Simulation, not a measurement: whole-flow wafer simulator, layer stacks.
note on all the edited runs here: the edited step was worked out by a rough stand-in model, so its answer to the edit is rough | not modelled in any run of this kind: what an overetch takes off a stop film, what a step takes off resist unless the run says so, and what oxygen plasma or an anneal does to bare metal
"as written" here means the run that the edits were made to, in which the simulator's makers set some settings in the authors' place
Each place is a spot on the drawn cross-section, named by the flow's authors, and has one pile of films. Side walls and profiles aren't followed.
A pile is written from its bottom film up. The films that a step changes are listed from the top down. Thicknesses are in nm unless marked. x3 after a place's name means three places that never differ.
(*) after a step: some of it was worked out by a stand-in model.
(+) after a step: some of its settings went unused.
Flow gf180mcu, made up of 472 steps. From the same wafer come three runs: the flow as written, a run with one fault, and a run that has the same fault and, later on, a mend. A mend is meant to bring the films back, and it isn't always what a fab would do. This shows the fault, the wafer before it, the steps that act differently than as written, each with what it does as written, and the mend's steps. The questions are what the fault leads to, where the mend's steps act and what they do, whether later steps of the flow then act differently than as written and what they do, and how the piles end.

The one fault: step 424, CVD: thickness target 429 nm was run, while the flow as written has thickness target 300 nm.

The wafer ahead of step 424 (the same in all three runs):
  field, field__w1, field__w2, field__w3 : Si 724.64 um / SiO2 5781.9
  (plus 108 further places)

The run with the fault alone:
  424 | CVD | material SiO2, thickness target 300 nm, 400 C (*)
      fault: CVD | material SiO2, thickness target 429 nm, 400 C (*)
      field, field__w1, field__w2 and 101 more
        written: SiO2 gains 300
        fault: SiO2 gains 429
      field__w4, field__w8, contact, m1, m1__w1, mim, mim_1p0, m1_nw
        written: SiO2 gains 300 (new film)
        fault: SiO2 gains 429 (new film)
  Steps later in the flow that act otherwise than as written (1 more step, not shown, differs only slightly: by at most 2% or 0.5 nm, whichever is larger):
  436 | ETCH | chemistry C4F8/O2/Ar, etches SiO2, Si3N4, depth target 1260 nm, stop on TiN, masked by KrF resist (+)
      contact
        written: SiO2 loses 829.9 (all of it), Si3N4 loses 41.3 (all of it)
        fault: SiO2 loses 958.9 (all of it), Si3N4 loses 41.3 (all of it)
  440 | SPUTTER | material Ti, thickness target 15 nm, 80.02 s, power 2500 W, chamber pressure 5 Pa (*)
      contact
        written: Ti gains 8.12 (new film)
        fault: Ti gains 7.54 (new film)
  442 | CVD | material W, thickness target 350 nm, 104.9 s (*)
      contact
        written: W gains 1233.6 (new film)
        fault: W gains 1363.5 (new film)
  The piles end different from the flow's at field__w4, field__w8, contact, m1, m1__w1, mim, mim_1p0, m1_nw by more than 2% or 0.5 nm, whichever is larger.
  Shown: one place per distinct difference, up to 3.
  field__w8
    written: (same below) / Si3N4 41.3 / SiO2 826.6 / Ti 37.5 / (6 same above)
    fault: (same below) / Si3N4 41.3 / SiO2 955.6 / Ti 37.5 / (6 same above)
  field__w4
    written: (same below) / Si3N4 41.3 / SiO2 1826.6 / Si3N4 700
    fault: (same below) / Si3N4 41.3 / SiO2 1955.6 / Si3N4 700
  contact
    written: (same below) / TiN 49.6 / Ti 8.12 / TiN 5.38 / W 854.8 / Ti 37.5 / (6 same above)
    fault: (same below) / TiN 49.6 / Ti 7.54 / TiN 5 / W 984.8 / Ti 37.5 / (6 same above)

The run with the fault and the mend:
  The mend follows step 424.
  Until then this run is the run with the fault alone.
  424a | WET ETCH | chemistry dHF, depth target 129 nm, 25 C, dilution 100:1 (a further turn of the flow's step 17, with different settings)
      field, field__w1, field__w2 and 109 more
        SiO2 loses 129
  Every later step of the flow that is run acts as written at every place that is followed.
  The piles end the same as the flow's at every place that both follow.
